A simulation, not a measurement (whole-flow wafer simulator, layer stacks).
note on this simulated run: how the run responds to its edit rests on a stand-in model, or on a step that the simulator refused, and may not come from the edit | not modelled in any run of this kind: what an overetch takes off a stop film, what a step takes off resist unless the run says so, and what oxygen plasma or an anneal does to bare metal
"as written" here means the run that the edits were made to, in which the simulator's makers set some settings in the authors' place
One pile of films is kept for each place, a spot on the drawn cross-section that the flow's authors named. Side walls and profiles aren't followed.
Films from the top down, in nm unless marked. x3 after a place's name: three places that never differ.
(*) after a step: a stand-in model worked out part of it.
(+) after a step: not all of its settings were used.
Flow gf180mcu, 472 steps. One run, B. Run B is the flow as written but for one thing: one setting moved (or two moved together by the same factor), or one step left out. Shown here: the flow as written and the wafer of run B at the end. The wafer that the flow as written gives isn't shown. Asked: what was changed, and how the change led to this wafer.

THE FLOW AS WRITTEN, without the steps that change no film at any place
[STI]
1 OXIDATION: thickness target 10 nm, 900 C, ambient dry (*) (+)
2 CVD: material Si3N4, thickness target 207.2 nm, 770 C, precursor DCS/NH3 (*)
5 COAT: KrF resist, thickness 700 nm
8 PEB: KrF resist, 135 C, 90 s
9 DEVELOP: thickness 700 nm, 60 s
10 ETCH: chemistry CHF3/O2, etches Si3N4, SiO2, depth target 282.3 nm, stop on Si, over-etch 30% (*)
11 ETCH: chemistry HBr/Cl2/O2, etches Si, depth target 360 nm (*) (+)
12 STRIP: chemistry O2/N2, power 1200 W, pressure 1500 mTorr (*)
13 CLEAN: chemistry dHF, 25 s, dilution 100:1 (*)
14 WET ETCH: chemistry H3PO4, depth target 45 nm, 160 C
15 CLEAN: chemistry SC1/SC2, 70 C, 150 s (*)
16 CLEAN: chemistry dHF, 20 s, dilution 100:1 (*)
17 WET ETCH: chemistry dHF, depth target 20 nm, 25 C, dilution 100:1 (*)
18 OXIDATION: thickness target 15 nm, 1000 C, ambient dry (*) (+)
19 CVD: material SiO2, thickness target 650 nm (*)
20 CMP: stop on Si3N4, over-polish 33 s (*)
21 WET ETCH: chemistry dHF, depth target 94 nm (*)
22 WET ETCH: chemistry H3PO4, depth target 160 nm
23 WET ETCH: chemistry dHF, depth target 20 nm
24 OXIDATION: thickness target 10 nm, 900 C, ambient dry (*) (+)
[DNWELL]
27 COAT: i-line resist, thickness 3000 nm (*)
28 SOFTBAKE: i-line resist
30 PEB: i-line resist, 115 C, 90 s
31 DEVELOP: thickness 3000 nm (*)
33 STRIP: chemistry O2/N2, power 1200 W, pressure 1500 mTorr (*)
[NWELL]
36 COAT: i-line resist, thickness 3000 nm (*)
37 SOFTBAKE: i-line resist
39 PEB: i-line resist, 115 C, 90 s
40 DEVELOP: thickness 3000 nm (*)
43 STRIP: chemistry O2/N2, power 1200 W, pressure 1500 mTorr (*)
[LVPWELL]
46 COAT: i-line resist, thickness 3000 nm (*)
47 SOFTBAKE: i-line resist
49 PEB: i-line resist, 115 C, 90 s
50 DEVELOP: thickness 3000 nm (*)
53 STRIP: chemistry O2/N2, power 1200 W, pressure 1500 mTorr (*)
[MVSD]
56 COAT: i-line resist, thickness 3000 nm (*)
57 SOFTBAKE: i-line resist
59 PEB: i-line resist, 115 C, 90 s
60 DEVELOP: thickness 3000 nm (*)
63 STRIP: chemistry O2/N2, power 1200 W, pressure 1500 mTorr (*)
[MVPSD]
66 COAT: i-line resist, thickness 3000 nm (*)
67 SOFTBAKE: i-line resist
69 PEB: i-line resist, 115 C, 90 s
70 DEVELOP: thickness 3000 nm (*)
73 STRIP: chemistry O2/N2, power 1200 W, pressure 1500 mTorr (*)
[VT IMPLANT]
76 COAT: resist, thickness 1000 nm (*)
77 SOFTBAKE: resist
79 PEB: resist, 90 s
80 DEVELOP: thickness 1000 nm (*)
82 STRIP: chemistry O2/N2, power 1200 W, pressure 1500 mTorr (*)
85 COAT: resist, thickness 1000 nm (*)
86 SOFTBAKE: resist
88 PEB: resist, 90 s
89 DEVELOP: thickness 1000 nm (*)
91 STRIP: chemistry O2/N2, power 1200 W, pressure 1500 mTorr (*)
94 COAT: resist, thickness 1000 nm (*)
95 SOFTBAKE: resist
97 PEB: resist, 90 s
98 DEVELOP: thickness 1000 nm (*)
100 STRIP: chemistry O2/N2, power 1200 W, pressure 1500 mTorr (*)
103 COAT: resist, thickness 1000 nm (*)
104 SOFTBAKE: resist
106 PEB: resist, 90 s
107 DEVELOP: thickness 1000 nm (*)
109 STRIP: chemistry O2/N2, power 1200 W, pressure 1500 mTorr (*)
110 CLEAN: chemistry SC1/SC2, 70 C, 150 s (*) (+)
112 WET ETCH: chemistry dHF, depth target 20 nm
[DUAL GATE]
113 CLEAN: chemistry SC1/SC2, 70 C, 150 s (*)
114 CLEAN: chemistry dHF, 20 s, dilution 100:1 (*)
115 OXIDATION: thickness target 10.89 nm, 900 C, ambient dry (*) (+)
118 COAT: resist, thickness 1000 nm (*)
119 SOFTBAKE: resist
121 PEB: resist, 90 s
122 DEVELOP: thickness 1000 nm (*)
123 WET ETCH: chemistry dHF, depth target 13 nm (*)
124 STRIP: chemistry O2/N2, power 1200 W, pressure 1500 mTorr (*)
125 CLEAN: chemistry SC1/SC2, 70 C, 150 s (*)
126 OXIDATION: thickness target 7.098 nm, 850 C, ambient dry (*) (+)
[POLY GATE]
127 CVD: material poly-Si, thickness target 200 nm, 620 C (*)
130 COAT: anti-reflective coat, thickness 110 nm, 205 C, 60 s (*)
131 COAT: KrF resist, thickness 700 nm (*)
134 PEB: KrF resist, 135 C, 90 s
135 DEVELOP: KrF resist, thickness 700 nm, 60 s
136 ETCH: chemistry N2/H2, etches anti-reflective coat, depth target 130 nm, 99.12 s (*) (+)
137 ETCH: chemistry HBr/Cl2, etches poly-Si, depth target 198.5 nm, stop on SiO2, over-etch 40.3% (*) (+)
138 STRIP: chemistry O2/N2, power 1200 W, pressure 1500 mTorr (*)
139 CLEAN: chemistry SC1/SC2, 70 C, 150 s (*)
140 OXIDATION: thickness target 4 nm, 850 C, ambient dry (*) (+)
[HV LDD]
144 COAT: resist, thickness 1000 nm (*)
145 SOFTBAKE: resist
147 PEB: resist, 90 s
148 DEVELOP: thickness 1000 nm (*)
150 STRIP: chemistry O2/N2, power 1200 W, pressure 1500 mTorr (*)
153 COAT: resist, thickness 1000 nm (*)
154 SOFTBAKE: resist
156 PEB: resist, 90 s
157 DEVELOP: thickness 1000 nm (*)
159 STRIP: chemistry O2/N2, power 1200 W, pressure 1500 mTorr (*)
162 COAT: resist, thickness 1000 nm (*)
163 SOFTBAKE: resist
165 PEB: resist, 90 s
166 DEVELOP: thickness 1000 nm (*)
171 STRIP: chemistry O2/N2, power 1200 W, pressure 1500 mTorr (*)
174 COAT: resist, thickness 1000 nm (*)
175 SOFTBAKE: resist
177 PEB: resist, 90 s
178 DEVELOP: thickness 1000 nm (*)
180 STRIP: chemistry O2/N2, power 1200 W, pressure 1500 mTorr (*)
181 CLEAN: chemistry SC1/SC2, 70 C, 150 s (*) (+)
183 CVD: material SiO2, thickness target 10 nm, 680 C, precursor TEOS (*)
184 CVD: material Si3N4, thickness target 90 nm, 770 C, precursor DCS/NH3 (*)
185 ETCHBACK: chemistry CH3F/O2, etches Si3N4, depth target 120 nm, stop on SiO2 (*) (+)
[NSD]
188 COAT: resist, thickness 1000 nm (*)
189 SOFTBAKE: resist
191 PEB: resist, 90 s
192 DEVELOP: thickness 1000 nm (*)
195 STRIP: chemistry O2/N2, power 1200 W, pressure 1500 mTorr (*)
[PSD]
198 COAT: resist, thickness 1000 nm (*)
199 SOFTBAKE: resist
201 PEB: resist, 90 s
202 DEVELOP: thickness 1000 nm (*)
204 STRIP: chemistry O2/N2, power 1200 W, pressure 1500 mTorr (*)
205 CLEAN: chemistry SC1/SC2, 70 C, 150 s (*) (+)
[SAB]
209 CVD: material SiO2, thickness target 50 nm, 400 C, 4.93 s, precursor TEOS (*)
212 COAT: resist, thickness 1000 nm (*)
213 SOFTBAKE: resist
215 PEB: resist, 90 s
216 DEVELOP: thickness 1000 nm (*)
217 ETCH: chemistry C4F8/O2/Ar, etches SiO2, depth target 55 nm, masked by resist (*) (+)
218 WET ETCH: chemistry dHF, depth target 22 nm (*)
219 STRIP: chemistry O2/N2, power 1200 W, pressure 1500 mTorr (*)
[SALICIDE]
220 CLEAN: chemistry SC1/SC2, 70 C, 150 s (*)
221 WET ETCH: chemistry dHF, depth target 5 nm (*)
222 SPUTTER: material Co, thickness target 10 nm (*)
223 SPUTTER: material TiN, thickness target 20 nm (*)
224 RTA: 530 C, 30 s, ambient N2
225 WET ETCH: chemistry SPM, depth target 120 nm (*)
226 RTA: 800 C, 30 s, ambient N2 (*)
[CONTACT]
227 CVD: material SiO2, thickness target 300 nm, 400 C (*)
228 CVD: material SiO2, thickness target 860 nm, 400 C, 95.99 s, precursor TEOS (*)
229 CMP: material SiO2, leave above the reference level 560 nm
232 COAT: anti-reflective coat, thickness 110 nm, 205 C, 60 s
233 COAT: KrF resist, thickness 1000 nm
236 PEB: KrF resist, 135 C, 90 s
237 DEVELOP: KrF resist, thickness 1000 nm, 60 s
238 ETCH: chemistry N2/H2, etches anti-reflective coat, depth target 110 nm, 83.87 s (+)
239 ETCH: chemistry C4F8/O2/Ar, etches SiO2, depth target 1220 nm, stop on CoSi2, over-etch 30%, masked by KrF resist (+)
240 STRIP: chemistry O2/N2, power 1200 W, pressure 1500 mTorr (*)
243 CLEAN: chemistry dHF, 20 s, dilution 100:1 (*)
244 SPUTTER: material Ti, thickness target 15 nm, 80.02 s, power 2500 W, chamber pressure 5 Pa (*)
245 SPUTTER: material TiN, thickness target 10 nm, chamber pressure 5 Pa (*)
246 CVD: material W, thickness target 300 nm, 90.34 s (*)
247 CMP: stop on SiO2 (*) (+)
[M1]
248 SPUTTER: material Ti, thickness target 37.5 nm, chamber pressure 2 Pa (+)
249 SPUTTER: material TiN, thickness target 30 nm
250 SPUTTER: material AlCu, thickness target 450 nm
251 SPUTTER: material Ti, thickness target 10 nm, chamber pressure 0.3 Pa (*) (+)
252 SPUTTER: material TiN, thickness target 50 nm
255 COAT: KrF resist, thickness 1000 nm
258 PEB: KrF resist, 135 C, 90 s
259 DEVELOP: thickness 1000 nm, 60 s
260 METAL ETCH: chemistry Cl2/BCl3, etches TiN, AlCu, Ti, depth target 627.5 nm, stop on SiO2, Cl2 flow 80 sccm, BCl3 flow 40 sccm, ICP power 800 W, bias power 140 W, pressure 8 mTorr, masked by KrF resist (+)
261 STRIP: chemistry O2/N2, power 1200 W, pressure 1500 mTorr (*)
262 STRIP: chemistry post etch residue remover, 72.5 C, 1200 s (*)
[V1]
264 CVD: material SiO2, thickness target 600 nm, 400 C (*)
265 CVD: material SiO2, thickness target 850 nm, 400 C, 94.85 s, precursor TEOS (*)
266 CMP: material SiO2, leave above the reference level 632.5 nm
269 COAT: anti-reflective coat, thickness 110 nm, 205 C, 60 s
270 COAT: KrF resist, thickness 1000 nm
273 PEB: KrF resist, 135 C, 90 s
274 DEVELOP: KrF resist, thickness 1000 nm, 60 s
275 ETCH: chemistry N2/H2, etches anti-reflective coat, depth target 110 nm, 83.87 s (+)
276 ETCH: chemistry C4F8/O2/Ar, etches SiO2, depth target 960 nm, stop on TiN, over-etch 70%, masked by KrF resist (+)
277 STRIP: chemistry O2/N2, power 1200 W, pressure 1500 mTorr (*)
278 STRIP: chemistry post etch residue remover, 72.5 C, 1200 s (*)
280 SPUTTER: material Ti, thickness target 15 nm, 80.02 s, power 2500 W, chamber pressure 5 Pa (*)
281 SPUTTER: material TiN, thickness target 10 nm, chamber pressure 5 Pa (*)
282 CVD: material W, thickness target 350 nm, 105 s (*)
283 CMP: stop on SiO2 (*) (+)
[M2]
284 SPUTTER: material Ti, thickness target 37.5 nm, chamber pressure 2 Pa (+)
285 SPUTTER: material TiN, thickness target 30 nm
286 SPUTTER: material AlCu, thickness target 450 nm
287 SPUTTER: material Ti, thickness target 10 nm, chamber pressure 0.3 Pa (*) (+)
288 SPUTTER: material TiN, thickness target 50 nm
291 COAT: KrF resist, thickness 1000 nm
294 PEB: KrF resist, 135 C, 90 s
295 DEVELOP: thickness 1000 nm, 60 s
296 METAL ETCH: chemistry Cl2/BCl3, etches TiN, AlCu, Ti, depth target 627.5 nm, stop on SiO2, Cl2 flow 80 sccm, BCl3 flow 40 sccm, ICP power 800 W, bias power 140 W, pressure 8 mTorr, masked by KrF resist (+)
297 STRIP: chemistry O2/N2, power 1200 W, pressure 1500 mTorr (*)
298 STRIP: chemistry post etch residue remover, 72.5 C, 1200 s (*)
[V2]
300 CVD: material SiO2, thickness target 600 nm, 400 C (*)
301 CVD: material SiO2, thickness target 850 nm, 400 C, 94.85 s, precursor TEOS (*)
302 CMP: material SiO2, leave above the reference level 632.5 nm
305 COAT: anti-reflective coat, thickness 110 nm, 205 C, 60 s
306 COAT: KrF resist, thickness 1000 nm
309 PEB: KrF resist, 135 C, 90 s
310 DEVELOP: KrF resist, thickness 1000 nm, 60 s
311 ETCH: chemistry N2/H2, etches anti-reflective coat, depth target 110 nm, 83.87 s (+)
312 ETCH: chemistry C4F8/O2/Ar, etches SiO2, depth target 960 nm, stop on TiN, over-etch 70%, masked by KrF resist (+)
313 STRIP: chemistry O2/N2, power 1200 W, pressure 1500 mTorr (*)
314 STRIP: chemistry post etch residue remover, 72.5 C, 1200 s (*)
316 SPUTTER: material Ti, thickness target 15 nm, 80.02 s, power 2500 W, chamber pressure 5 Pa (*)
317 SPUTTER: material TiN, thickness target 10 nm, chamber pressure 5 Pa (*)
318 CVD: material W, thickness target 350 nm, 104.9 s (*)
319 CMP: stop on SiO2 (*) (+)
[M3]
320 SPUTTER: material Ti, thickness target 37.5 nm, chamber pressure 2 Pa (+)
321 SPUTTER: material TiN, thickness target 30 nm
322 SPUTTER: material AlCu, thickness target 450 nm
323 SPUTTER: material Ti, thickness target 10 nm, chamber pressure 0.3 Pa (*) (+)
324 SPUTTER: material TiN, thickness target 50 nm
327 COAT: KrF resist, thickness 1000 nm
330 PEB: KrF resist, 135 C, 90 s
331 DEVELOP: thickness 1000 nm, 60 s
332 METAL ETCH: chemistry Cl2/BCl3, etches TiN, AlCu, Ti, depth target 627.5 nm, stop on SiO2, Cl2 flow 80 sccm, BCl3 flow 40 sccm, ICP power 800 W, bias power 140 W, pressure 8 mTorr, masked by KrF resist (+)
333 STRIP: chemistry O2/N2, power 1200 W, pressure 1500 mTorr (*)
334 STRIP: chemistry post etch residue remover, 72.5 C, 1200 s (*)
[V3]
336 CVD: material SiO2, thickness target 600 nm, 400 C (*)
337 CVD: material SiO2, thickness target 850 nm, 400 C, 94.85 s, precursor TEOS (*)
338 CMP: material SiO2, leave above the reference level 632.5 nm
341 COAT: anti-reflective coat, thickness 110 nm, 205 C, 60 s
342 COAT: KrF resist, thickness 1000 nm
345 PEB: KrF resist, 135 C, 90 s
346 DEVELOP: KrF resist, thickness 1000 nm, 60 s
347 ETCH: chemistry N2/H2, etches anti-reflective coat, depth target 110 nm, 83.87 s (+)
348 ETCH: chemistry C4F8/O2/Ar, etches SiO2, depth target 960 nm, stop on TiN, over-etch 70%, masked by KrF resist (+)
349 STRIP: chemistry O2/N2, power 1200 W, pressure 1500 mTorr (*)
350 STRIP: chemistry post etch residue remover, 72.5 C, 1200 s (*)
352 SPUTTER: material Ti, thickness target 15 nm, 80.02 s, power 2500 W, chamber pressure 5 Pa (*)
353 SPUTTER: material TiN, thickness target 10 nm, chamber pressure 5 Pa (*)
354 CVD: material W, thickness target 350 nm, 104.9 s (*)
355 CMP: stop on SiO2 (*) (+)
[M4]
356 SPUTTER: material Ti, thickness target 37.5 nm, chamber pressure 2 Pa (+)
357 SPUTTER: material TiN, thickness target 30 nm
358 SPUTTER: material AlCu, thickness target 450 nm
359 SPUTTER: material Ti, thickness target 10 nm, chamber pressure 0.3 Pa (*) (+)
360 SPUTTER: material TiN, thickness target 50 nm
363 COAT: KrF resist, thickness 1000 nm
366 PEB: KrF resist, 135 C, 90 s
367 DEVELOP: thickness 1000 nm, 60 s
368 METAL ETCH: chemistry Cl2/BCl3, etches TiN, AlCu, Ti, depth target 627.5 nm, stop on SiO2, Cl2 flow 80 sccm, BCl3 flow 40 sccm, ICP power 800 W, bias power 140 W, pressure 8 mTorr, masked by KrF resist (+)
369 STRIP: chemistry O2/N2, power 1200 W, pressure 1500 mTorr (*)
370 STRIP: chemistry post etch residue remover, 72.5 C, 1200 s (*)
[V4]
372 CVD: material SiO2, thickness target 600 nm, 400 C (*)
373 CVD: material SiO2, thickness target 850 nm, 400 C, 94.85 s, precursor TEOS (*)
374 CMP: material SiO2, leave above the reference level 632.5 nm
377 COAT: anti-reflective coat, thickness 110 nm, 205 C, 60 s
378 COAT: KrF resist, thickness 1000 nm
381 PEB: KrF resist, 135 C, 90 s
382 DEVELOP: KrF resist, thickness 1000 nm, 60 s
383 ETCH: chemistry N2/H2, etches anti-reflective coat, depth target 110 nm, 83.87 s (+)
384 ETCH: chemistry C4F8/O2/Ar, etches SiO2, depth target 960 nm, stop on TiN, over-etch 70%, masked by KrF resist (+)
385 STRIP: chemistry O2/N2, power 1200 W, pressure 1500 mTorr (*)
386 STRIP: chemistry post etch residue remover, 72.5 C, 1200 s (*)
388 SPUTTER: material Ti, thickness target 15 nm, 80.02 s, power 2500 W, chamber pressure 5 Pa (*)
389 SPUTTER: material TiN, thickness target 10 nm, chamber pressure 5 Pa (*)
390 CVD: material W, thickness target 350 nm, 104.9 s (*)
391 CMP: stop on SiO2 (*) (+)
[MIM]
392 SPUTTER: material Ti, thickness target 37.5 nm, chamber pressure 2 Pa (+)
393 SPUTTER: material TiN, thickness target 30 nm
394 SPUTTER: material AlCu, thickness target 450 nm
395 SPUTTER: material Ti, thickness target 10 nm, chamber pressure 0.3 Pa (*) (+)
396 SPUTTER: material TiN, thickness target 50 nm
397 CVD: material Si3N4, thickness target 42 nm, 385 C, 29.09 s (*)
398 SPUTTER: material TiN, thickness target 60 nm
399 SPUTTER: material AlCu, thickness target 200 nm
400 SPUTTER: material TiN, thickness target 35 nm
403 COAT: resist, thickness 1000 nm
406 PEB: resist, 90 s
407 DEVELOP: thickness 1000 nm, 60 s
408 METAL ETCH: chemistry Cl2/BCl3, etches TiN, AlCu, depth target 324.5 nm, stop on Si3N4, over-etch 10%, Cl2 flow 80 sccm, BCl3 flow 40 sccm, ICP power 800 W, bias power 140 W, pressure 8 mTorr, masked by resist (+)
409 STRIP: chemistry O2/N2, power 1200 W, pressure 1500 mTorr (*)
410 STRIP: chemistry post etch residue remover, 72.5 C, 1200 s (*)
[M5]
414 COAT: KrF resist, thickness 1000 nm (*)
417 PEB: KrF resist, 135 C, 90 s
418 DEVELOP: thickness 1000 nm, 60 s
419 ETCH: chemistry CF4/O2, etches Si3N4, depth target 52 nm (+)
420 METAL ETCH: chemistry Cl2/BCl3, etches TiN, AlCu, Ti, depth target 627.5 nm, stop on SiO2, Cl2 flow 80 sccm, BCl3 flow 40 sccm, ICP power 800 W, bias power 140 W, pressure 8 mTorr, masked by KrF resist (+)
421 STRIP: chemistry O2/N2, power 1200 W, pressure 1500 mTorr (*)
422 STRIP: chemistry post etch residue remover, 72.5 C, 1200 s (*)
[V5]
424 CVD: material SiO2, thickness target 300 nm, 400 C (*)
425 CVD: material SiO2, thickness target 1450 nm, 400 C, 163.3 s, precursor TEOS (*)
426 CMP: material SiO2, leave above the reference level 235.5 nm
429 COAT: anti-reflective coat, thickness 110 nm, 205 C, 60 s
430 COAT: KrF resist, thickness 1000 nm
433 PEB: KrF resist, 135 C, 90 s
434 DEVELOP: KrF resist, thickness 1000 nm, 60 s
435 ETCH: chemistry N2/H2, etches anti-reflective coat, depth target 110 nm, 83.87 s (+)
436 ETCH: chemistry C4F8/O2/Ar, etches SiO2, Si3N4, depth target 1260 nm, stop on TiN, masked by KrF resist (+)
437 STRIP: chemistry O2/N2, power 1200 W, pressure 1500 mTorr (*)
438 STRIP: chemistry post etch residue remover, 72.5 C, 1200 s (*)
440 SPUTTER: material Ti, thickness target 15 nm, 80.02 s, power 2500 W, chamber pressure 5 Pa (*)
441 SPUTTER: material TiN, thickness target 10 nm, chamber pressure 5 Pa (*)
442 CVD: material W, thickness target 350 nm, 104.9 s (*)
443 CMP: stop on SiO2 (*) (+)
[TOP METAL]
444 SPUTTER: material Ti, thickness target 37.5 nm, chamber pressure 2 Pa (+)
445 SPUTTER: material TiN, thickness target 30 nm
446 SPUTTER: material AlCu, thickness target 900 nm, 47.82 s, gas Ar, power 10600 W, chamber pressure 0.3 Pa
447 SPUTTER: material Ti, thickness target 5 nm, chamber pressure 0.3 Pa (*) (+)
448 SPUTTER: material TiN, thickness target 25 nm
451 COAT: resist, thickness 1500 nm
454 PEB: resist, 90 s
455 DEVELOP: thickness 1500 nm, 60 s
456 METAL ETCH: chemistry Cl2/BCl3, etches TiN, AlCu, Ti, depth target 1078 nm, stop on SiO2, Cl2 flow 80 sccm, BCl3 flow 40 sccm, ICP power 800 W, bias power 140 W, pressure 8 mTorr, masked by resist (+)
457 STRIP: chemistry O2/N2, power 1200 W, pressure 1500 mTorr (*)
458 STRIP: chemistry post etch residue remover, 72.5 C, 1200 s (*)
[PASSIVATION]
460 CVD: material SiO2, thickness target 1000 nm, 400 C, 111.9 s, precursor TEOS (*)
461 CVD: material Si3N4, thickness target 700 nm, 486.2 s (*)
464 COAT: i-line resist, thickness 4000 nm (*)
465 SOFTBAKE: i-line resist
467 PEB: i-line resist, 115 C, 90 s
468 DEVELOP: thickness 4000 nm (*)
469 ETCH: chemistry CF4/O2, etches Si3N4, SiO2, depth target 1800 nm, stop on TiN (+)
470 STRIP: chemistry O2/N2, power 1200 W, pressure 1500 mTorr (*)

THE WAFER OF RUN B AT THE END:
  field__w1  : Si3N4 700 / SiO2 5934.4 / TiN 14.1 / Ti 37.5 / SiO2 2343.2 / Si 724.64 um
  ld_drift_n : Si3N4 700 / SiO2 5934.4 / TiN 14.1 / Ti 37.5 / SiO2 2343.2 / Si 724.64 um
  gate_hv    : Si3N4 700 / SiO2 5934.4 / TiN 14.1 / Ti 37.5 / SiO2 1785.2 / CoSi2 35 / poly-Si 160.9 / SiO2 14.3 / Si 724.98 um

The cause: step 286, SPUTTER: thickness target 552 nm was run, where the flow has thickness target 450 nm.

How the change led to this, step by step:
  286 SPUTTER: material AlCu, thickness target 450 nm
      field, field__w1, field__w2 and 108 more: AlCu +552 (new film) (as written it would be: AlCu +450 (new film))
  296 METAL ETCH: chemistry Cl2/BCl3, etches TiN, AlCu, Ti, depth target 627.5 nm, stop on SiO2, Cl2 flow 80 sccm, BCl3 flow 40 sccm, ICP power 800 W, bias power 140 W, pressure 8 mTorr, masked by KrF resist (+)
      field, field__w1, field__w2 and 103 more: TiN -50 (all of it), Ti -10 (all of it), AlCu -552 (all of it), TiN -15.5 (as written it would be: TiN -50 (all of it), Ti -10 (all of it), AlCu -450 (all of it), TiN -30 (all of it), Ti -37.5 (all of it))
  300 CVD: material SiO2, thickness target 600 nm, 400 C (*)
      field, field__w1, field__w2 and 103 more: SiO2 +600 (new film) (as written it would be: SiO2 +600)
  302 CMP: material SiO2, leave above the reference level 632.5 nm
      field, field__w1, field__w2 and 103 more: SiO2 -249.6 (as written it would be: SiO2 -300)
Counting metal films that touch as one body, field__w1 has 1 body; the flow as written gives 0 bodies.
Counting metal films that touch as one body, ld_drift_n has 1 body; the flow as written gives 0 bodies.
Counting metal films that touch as one body, gate_hv has 2 bodies (between them, from the top down: SiO2 1785.2); the flow as written gives 1 body.
